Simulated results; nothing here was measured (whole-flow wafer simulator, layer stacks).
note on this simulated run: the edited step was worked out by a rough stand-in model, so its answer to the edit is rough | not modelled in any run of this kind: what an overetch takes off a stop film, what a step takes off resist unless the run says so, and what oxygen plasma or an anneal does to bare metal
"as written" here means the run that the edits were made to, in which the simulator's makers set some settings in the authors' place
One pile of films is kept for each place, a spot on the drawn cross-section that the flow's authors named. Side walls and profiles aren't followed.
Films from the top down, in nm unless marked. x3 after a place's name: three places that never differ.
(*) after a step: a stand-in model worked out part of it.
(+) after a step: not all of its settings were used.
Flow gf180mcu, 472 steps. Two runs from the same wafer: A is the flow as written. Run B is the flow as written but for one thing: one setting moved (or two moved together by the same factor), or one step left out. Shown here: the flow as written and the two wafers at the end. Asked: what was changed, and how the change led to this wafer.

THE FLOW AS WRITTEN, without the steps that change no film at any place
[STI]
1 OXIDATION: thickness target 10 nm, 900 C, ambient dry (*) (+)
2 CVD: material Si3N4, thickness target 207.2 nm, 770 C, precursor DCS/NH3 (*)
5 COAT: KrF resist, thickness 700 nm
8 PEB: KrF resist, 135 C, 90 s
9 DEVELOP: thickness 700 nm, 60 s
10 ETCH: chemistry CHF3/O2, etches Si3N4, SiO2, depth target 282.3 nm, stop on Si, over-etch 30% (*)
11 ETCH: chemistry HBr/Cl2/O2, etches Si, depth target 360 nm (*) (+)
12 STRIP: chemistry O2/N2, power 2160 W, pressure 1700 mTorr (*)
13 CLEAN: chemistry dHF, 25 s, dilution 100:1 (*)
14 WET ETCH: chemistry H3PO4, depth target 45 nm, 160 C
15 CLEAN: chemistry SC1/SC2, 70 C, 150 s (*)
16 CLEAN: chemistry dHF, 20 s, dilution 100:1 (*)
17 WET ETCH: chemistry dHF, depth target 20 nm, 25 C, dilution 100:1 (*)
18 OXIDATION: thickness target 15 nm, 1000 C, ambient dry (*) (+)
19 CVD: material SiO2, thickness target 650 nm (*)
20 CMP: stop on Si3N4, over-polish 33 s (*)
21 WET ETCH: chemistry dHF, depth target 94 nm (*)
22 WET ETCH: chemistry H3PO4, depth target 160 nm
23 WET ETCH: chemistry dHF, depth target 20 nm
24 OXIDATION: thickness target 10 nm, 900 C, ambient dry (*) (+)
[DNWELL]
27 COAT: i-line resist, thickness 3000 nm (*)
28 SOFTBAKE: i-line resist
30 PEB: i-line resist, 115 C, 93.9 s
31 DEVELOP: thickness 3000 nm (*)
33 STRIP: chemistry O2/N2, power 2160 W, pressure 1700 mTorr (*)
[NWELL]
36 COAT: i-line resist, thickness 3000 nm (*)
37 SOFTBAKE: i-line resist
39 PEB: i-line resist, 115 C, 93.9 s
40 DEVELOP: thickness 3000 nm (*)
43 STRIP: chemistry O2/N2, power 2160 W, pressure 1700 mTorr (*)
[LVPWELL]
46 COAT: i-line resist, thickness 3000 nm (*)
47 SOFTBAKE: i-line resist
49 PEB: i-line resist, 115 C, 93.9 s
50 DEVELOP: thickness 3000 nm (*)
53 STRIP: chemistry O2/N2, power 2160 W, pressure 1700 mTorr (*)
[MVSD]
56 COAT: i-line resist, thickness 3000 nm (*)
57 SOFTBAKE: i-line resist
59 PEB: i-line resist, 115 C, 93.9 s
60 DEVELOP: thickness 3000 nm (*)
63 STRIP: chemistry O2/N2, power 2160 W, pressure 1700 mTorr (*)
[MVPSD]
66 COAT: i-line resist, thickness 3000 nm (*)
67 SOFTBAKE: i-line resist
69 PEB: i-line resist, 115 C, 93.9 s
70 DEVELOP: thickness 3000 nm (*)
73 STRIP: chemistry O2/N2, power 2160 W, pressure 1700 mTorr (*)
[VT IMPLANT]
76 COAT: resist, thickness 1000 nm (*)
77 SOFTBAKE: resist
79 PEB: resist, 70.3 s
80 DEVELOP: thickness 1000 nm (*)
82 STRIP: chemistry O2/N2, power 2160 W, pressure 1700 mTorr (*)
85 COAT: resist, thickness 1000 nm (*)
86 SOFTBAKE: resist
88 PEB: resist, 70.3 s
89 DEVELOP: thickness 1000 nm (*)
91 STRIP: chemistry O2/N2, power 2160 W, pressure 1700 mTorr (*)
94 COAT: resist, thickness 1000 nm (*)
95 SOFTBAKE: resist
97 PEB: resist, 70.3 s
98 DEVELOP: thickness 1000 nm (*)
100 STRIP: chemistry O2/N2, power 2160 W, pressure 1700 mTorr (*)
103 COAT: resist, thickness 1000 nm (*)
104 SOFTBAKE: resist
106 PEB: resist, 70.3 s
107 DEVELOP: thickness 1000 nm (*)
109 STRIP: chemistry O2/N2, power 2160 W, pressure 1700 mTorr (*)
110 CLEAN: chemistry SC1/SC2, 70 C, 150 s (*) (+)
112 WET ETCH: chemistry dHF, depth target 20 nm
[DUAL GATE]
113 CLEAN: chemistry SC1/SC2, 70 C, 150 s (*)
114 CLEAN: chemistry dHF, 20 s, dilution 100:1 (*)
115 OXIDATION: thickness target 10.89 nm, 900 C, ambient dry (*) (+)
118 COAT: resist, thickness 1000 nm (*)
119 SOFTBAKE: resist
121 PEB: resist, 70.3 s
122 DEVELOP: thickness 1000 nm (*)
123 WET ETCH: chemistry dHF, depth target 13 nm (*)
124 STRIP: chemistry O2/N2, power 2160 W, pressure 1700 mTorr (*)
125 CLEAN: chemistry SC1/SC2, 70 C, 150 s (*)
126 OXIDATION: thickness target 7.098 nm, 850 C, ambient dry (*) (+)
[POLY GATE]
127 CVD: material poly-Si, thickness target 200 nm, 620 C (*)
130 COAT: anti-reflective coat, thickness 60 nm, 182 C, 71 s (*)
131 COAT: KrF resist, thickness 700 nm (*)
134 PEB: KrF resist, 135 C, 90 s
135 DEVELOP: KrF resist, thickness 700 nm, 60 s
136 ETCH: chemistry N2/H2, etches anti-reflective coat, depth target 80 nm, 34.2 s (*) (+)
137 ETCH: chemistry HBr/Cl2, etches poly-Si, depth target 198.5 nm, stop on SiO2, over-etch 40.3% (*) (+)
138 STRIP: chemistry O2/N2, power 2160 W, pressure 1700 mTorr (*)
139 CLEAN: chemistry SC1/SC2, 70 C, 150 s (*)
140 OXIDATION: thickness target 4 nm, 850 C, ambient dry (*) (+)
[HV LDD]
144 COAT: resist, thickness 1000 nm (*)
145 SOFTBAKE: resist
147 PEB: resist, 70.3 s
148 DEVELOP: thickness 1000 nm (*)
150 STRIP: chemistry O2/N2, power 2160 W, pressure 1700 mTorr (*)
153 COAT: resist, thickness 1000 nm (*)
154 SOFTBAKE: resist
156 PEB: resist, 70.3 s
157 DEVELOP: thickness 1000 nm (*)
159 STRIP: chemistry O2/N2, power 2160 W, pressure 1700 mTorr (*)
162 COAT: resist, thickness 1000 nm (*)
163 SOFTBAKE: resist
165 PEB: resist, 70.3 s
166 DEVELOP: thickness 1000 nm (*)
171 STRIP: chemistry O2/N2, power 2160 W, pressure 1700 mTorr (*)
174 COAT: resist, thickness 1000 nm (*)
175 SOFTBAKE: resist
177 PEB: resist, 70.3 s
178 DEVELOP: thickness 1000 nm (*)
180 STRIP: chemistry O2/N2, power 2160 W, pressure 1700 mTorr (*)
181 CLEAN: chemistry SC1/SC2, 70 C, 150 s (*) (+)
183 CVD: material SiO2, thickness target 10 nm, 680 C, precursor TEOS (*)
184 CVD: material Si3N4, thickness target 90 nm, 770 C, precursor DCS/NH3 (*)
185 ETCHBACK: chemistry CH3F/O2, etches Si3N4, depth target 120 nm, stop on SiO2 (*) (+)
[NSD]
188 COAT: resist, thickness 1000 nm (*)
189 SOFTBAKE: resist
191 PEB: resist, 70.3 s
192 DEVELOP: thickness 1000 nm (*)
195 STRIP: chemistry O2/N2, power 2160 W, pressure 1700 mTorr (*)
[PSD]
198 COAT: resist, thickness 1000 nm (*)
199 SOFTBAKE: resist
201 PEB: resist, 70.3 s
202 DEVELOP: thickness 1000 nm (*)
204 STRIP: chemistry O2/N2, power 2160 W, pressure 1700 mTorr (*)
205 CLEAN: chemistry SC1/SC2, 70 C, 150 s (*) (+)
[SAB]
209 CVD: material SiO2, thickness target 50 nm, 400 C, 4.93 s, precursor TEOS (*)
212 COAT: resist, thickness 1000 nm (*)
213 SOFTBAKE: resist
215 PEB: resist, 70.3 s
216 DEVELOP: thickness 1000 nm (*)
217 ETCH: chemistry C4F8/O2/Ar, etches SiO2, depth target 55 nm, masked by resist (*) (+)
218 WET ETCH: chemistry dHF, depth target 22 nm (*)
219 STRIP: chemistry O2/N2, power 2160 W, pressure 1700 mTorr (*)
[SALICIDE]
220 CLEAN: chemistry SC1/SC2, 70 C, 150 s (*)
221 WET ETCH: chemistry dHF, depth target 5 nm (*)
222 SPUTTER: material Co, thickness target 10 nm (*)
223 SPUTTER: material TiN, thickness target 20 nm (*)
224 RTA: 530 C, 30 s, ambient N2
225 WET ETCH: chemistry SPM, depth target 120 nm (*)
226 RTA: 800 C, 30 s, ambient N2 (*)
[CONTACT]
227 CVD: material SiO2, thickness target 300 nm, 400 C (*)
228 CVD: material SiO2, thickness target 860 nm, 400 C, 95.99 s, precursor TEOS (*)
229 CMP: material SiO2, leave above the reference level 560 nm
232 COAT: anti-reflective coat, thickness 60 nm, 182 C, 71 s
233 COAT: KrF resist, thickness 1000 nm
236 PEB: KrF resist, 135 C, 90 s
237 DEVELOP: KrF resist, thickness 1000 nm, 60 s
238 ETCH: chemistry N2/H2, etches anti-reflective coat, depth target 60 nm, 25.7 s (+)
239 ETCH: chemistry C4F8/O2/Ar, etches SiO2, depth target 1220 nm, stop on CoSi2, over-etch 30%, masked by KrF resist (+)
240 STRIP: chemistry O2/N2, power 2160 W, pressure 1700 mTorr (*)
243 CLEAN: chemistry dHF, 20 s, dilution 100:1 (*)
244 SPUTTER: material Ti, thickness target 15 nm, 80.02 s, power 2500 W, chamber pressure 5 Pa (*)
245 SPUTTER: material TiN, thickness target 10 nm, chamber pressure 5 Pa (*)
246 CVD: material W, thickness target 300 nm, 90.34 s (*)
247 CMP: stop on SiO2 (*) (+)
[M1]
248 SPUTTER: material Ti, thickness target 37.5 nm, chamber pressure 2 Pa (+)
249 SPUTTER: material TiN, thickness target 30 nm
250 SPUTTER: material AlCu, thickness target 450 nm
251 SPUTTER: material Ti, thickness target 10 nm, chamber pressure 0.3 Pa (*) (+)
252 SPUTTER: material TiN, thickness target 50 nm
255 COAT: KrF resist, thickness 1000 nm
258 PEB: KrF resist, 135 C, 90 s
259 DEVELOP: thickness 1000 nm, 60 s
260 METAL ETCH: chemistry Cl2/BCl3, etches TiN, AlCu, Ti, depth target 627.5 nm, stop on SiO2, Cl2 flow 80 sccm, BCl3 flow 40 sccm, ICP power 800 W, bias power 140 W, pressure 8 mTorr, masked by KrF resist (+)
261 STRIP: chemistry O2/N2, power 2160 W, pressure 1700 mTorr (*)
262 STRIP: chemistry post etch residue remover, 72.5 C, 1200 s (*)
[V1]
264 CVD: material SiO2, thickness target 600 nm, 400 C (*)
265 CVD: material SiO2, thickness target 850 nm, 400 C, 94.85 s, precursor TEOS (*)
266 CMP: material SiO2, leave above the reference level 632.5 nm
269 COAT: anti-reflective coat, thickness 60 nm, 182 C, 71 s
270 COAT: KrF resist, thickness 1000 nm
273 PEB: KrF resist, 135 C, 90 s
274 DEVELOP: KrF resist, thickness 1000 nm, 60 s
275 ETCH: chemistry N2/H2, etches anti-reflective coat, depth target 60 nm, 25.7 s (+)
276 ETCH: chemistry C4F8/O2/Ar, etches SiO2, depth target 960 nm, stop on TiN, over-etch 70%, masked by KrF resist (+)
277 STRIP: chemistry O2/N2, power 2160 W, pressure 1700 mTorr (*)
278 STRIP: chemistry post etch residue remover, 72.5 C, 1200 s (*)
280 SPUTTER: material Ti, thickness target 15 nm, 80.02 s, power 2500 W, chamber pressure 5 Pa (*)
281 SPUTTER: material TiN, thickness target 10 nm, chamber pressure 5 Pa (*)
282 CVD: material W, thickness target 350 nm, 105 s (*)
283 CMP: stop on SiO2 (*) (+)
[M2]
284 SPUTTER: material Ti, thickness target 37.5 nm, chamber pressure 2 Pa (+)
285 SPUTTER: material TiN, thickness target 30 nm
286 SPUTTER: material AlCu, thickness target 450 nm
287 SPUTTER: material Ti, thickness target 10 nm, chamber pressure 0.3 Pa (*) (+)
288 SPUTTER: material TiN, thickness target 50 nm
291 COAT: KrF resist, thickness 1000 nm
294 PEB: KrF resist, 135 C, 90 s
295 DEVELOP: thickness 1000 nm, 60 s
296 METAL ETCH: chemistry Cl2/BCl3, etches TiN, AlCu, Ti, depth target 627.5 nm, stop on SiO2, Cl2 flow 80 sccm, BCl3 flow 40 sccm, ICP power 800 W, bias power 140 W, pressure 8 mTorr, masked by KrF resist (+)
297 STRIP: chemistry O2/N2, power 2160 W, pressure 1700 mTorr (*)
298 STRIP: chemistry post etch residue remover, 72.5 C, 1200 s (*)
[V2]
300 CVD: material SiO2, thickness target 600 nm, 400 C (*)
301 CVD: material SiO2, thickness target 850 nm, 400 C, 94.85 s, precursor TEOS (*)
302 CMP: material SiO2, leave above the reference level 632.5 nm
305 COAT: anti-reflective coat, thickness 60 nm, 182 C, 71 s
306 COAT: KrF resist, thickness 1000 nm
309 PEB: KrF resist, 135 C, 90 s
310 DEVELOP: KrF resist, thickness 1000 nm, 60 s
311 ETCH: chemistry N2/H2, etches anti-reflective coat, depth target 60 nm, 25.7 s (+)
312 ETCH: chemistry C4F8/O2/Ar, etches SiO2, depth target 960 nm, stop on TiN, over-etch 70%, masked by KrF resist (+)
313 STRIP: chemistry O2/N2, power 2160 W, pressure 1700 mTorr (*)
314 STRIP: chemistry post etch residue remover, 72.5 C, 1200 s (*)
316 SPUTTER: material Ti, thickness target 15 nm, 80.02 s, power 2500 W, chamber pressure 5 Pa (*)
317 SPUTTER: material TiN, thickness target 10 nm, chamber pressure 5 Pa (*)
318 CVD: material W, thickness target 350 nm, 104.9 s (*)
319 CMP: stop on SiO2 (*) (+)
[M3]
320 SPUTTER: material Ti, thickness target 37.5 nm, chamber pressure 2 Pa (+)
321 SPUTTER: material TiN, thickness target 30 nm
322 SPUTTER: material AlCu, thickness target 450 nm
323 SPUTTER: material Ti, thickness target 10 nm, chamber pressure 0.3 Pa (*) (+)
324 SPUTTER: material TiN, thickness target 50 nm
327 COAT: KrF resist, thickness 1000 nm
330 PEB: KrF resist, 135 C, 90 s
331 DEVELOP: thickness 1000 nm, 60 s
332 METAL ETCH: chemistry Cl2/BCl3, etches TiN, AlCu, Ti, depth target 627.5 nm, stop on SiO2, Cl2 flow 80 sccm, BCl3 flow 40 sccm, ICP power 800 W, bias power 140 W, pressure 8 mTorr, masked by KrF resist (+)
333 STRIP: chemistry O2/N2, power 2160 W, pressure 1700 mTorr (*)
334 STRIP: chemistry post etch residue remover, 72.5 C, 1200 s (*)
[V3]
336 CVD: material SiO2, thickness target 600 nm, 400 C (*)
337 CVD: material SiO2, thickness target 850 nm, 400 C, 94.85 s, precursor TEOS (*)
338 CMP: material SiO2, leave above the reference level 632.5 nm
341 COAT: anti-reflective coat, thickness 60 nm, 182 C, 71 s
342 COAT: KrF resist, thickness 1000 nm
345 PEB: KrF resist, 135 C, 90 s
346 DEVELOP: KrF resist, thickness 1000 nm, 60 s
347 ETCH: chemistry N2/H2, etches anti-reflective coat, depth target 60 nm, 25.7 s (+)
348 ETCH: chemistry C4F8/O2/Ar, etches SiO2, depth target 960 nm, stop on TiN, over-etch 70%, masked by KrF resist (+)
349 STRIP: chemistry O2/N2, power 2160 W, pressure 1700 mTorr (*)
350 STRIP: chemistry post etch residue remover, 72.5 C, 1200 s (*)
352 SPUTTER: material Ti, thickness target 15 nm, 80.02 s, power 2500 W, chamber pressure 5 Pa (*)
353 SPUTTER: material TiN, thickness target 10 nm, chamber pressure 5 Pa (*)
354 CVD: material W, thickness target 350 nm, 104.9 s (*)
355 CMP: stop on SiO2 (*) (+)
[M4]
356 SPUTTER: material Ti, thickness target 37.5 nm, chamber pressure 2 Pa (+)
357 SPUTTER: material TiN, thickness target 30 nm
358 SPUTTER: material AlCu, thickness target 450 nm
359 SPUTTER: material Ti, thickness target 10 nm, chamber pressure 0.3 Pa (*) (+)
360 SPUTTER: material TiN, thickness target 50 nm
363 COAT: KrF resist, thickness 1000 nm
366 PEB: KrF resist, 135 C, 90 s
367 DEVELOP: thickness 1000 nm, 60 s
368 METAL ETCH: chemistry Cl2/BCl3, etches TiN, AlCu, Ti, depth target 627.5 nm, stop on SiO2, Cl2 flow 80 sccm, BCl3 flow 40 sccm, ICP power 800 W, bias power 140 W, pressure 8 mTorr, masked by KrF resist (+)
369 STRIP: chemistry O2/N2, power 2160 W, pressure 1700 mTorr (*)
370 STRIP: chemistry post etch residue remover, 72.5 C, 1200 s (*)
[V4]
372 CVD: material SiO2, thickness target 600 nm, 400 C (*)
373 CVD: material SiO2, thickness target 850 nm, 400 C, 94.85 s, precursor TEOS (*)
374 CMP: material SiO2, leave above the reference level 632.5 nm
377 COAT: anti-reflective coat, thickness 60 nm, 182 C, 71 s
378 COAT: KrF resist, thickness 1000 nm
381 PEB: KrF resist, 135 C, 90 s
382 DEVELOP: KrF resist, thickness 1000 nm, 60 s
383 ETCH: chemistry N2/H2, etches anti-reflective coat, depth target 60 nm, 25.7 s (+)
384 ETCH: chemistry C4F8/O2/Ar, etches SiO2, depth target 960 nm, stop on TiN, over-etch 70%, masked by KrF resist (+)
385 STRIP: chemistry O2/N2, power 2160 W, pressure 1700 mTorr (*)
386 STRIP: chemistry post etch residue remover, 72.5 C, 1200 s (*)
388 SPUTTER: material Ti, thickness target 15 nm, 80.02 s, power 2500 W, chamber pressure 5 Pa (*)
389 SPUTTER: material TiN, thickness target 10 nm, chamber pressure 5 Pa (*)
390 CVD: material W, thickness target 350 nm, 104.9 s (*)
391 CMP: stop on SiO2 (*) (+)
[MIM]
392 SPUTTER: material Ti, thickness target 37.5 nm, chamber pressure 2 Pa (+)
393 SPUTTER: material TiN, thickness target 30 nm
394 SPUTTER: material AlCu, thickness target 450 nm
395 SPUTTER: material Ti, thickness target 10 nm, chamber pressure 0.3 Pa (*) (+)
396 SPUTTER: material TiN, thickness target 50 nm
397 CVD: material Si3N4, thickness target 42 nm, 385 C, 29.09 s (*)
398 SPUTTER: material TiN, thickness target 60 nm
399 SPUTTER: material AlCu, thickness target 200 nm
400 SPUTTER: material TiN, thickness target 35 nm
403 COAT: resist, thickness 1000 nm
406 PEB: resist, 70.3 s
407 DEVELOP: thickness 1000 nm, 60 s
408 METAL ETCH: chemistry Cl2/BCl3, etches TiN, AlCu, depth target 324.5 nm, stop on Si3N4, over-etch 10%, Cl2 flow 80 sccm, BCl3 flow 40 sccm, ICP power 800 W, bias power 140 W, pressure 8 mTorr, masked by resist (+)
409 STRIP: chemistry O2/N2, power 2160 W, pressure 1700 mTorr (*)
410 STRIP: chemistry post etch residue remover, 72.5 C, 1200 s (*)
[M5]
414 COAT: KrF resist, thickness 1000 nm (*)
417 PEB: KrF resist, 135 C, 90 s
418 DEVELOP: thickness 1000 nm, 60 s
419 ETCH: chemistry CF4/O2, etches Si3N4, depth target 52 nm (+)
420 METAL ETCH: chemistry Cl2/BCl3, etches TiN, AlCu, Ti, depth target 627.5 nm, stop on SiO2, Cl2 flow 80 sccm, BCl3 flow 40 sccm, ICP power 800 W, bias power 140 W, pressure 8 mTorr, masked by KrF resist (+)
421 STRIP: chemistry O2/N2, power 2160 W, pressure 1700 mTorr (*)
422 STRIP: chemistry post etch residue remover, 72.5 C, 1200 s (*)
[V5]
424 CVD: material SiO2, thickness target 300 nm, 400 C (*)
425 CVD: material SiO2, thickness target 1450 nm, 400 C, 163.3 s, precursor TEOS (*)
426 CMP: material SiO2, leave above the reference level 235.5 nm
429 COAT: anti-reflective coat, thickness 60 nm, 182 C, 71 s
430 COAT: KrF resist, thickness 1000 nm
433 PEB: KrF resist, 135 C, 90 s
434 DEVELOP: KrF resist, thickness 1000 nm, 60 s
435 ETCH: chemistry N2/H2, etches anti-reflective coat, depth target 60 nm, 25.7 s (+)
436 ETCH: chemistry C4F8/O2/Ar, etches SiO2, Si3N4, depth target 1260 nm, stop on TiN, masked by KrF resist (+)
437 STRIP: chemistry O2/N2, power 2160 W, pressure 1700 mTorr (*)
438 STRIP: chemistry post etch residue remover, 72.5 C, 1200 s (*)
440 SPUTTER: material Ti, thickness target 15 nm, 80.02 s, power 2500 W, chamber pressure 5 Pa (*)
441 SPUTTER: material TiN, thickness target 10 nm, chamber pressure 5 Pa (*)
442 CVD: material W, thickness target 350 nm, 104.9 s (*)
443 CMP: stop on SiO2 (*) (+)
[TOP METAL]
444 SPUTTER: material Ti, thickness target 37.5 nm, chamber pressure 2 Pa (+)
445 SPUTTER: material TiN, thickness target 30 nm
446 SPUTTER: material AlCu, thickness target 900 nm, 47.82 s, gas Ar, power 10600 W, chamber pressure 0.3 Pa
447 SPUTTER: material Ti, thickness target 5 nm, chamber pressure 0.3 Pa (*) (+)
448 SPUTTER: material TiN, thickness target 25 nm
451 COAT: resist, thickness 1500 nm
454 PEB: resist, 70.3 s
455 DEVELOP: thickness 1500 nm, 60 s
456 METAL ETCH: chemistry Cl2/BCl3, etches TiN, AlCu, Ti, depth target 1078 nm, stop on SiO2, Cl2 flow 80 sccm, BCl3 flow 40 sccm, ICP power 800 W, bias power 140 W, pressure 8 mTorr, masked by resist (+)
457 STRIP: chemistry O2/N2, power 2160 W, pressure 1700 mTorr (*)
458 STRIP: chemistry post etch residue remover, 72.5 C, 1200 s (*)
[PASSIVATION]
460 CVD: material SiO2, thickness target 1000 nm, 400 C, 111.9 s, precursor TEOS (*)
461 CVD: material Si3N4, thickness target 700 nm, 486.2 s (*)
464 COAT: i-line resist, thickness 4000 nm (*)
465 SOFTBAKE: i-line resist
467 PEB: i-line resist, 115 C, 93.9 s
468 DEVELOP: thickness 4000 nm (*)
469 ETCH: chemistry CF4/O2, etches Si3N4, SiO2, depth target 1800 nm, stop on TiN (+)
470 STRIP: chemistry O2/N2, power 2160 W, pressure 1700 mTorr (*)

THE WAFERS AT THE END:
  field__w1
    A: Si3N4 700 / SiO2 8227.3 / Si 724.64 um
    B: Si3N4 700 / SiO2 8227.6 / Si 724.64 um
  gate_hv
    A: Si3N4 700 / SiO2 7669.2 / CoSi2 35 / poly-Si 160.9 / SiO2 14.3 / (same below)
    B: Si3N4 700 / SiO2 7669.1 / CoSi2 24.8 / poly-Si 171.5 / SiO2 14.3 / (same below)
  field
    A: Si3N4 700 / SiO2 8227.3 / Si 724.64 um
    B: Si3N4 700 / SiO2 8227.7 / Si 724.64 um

The cause: step 222, SPUTTER: thickness target 7.1 nm was run, where the flow has thickness target 10 nm.

How the change led to this, step by step:
  222 SPUTTER: material Co, thickness target 10 nm (*)
      field, field__w7, field__w8 and 71 more: A Co +10 (new film) | B Co +7.1 (new film)
      field__w2, mim: A Co +8.65 (new film) | B Co +6.14 (new film)
      (and at 35 more places)
  224 RTA: 530 C, 30 s, ambient N2
      gate, gate_hv, gate_p and 22 more: A under 1 film: CoSi +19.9 (new film), Co -10 (all of it), poly-Si -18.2 | B under 1 film: CoSi +14.1 (new film), Co -7.1 (all of it), poly-Si -12.9
      active, p_well, sd_n and 11 more: A under 1 film: CoSi +19.9 (new film), Co -10 (all of it), Si -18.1 | B under 1 film: CoSi +14.1 (new film), Co -7.1 (all of it), Si -12.9
      (and at 10 more places)
  225 WET ETCH: chemistry SPM, depth target 120 nm (*)
      field, field__w7, field__w8 and 32 more: A TiN -20 (all of it), Co -10 (all of it) | B TiN -20 (all of it), Co -7.1 (all of it)
      field__w9, nw_enc_fld_lv__w3: A TiN -19.1 (all of it), Co -9.6 (all of it) | B TiN -19.1 (all of it), Co -6.82 (all of it)
      (and at 25 more places)
  226 RTA: 800 C, 30 s, ambient N2 (*)
      gate, gate_hv, gate_p and 22 more: A CoSi2 +35 (new film), CoSi -19.9 (all of it), poly-Si -18.2 | B CoSi2 +24.8 (new film), CoSi -14.1 (all of it), poly-Si -12.9
      active, p_well, sd_n and 11 more: A CoSi2 +35 (new film), CoSi -19.9 (all of it), Si -18.1 | B CoSi2 +24.8 (new film), CoSi -14.1 (all of it), Si -12.9
      (and at 10 more places)
